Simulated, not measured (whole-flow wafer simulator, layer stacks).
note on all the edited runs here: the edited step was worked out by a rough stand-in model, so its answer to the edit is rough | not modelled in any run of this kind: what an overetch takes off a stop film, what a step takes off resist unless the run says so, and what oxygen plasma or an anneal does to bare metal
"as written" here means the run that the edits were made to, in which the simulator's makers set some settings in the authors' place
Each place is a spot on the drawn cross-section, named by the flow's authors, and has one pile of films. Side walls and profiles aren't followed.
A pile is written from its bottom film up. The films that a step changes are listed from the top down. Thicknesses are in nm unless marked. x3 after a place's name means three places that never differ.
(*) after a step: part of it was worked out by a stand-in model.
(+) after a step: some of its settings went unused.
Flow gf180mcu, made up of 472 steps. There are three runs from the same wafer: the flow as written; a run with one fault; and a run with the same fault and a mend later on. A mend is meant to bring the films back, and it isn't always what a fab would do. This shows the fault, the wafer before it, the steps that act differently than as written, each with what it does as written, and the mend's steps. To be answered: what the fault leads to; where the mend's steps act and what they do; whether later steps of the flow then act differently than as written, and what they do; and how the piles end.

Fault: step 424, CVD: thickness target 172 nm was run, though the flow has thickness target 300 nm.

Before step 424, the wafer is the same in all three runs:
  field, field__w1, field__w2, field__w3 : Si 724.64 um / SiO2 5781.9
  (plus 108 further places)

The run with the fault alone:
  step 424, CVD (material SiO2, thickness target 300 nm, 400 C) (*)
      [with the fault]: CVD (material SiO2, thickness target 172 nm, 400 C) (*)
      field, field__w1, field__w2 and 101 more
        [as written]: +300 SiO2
        [with the fault]: +172 SiO2
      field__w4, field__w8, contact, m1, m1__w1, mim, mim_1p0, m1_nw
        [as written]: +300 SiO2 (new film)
        [with the fault]: +172 SiO2 (new film)
  Later steps of the flow acting differently than as written (1 other step is not shown; it differs only slightly, by no more than 2% or 0.5 nm, whichever is larger):
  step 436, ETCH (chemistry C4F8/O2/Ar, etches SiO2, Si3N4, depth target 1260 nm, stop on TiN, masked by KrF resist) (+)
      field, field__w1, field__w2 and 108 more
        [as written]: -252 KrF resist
        [with the fault]: -223 KrF resist
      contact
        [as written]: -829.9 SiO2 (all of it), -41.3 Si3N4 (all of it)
        [with the fault]: -701.9 SiO2 (all of it), -41.3 Si3N4 (all of it)
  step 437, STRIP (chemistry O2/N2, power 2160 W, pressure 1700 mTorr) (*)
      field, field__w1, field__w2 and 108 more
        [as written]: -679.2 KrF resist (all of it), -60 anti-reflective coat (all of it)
        [with the fault]: -708.2 KrF resist (all of it), -60 anti-reflective coat (all of it)
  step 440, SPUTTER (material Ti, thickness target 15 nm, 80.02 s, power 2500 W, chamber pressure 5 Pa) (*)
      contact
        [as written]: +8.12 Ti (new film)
        [with the fault]: +8.74 Ti (new film)
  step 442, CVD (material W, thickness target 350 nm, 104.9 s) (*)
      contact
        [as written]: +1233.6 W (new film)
        [with the fault]: +1104.5 W (new film)
  At field__w4, field__w8, contact, m1, m1__w1, mim, mim_1p0, m1_nw, the piles at the end differ from the flow's by more than 2% or 0.5 nm, whichever is larger.
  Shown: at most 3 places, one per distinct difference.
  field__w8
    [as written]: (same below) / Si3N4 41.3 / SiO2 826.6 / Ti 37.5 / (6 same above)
    [with the fault]: (same below) / Si3N4 41.3 / SiO2 698.6 / Ti 37.5 / (6 same above)
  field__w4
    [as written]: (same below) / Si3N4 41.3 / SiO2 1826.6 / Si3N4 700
    [with the fault]: (same below) / Si3N4 41.3 / SiO2 1698.6 / Si3N4 700
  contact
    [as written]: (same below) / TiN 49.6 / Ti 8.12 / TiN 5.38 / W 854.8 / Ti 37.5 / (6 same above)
    [with the fault]: (same below) / TiN 49.6 / Ti 8.74 / TiN 5.8 / W 725.8 / Ti 37.5 / (6 same above)

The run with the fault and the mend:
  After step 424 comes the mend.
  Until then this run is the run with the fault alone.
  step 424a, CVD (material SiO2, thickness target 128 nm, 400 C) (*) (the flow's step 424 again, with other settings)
      field, field__w1, field__w2 and 109 more
        +128 SiO2
  None of the later steps of the flow acts differently than as written at any place that is followed.
  The piles end the same as the flow's at every place that both follow.
